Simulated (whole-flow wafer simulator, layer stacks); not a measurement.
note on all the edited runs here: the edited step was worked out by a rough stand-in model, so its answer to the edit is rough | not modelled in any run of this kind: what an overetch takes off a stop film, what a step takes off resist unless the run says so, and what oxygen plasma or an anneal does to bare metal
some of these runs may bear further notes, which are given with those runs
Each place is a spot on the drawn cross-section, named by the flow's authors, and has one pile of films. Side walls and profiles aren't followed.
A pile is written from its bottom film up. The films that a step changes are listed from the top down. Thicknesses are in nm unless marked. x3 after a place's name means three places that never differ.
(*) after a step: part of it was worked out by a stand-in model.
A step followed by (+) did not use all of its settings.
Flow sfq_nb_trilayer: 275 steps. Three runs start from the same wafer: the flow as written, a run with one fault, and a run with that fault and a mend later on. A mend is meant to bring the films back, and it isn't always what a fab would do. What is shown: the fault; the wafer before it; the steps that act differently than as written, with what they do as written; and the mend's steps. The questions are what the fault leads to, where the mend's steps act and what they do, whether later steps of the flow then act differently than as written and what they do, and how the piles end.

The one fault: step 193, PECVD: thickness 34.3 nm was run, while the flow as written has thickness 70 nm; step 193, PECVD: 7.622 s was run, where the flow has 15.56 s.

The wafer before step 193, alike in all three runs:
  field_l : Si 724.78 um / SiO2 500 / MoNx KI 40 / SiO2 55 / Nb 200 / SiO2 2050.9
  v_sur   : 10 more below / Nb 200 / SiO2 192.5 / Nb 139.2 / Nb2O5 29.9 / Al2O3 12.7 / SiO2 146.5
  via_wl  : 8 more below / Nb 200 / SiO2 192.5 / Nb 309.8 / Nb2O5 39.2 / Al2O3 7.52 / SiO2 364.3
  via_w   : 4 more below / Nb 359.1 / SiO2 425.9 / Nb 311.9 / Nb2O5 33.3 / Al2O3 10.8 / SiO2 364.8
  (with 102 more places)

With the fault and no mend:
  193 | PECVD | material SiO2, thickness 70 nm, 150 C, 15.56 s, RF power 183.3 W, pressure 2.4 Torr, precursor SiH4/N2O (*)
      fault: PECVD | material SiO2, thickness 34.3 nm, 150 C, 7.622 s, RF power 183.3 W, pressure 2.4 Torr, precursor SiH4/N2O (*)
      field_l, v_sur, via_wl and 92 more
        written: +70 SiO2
        fault: +34.3 SiO2
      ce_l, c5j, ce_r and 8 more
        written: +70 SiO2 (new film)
        fault: +34.3 SiO2 (new film)
  Steps later in the flow that act otherwise than as written (10 other steps are not shown; they differ only slightly, by no more than 2% or 0.5 nm, whichever is larger):
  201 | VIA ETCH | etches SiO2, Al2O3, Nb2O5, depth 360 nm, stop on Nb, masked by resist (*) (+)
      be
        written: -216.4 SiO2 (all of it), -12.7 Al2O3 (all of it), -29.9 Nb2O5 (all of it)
        fault: -180.7 SiO2 (all of it), -12.7 Al2O3 (all of it), -29.9 Nb2O5 (all of it)
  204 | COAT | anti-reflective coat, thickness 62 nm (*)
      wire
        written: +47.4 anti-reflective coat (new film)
        fault: +48.6 anti-reflective coat (new film)
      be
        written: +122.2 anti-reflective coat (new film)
        fault: +116.7 anti-reflective coat (new film)
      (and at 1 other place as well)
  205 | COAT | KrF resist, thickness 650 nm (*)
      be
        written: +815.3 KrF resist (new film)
        fault: +789.9 KrF resist (new film)
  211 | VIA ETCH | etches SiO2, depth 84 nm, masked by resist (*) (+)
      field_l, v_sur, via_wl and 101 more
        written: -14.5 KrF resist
        fault: -8.83 KrF resist
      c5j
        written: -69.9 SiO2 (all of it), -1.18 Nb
        fault: -34.2 SiO2 (all of it), -1.42 Nb
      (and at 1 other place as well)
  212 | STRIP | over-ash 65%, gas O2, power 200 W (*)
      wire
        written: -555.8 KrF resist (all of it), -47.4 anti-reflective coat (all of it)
        fault: -563.3 KrF resist (all of it), -48.6 anti-reflective coat (all of it)
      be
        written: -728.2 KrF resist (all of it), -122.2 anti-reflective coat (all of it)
        fault: -708.4 KrF resist (all of it), -116.7 anti-reflective coat (all of it)
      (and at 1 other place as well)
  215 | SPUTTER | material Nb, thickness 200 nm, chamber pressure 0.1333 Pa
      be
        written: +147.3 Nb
        fault: +155.6 Nb
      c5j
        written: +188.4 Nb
        fault: +197.3 Nb
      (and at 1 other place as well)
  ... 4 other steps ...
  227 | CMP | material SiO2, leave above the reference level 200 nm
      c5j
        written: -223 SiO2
        fault: -252.6 SiO2
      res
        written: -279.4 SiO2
        fault: -322.2 SiO2
  At v_sur, via_wl, via_w and 79 more, the piles at the end differ from the flow's by more than 2% or 0.5 nm, whichever is larger.
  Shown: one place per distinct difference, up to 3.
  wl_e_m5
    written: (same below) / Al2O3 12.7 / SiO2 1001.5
    fault: (same below) / Al2O3 12.7 / SiO2 965.8
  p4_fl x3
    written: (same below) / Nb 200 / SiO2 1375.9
    fault: (same below) / Nb 200 / SiO2 1340.2
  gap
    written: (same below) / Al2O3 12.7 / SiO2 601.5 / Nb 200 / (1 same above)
    fault: (same below) / Al2O3 12.7 / SiO2 565.8 / Nb 200 / (1 same above)

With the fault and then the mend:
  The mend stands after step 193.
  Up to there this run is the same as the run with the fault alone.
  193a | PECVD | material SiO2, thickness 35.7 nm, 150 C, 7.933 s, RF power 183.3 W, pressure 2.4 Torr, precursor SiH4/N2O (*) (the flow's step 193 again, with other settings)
      field_l, v_sur, via_wl and 103 more
        +35.7 SiO2
  Every later step of the flow that is run acts as written, at every place that is followed, to within 2% or 0.5 nm, whichever is larger.
  The piles end the same as the flow's at every place that both follow.
